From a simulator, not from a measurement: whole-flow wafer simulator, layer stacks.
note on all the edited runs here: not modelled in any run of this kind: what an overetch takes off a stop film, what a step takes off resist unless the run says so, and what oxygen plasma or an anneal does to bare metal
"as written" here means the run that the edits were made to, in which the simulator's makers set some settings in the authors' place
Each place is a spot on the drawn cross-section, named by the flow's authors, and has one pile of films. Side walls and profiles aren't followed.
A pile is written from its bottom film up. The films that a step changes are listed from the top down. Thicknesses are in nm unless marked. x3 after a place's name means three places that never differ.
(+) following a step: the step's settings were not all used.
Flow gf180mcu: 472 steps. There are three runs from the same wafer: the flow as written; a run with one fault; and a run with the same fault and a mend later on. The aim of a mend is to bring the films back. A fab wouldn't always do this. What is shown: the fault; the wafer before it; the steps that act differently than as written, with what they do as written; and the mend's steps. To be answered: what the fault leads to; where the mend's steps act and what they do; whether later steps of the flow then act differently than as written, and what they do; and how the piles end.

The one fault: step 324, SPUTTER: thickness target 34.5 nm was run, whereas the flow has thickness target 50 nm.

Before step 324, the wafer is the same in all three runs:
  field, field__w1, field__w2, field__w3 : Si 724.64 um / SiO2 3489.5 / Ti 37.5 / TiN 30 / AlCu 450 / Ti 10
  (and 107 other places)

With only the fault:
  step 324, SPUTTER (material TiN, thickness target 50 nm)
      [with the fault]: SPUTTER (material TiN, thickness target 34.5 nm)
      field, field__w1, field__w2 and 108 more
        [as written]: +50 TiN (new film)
        [with the fault]: +34.5 TiN (new film)
  Steps further on in the flow that do not act as written (not shown: 4 more steps that differ only slightly, by at most 2% or 0.5 nm, whichever is larger):
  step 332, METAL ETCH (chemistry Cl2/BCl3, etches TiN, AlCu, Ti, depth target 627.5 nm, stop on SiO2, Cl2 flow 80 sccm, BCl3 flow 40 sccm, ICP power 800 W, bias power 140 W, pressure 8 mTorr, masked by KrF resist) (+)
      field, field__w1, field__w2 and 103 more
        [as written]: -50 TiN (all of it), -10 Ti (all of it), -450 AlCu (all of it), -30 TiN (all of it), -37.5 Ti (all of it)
        [with the fault]: -34.5 TiN (all of it), -10 Ti (all of it), -450 AlCu (all of it), -30 TiN (all of it), -37.5 Ti (all of it)
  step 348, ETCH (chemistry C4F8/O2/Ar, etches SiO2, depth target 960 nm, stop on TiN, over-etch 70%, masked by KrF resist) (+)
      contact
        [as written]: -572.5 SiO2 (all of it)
        [with the fault]: -588 SiO2 (all of it)
  The piles end different from the flow's at field__w8, contact, m1, m1__w1, m1_nw by more than 2% or 0.5 nm, whichever is larger.
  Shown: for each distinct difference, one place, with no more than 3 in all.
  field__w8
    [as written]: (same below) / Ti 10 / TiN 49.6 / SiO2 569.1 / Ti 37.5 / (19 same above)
    [with the fault]: (same below) / Ti 10 / TiN 34.1 / SiO2 584.6 / Ti 37.5 / (19 same above)
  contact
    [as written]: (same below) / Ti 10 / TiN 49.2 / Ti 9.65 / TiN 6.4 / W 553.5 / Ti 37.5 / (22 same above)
    [with the fault]: (same below) / Ti 10 / TiN 33.7 / Ti 9.57 / TiN 6.35 / W 569.1 / Ti 37.5 / (22 same above)

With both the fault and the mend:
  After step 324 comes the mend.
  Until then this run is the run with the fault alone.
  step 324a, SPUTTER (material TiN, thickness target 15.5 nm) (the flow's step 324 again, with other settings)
      field, field__w1, field__w2 and 108 more
        +15.5 TiN
  Every later step of the flow that is run acts as written at every place that is followed.
  By the end, the piles equal the flow's at every place that both follow.
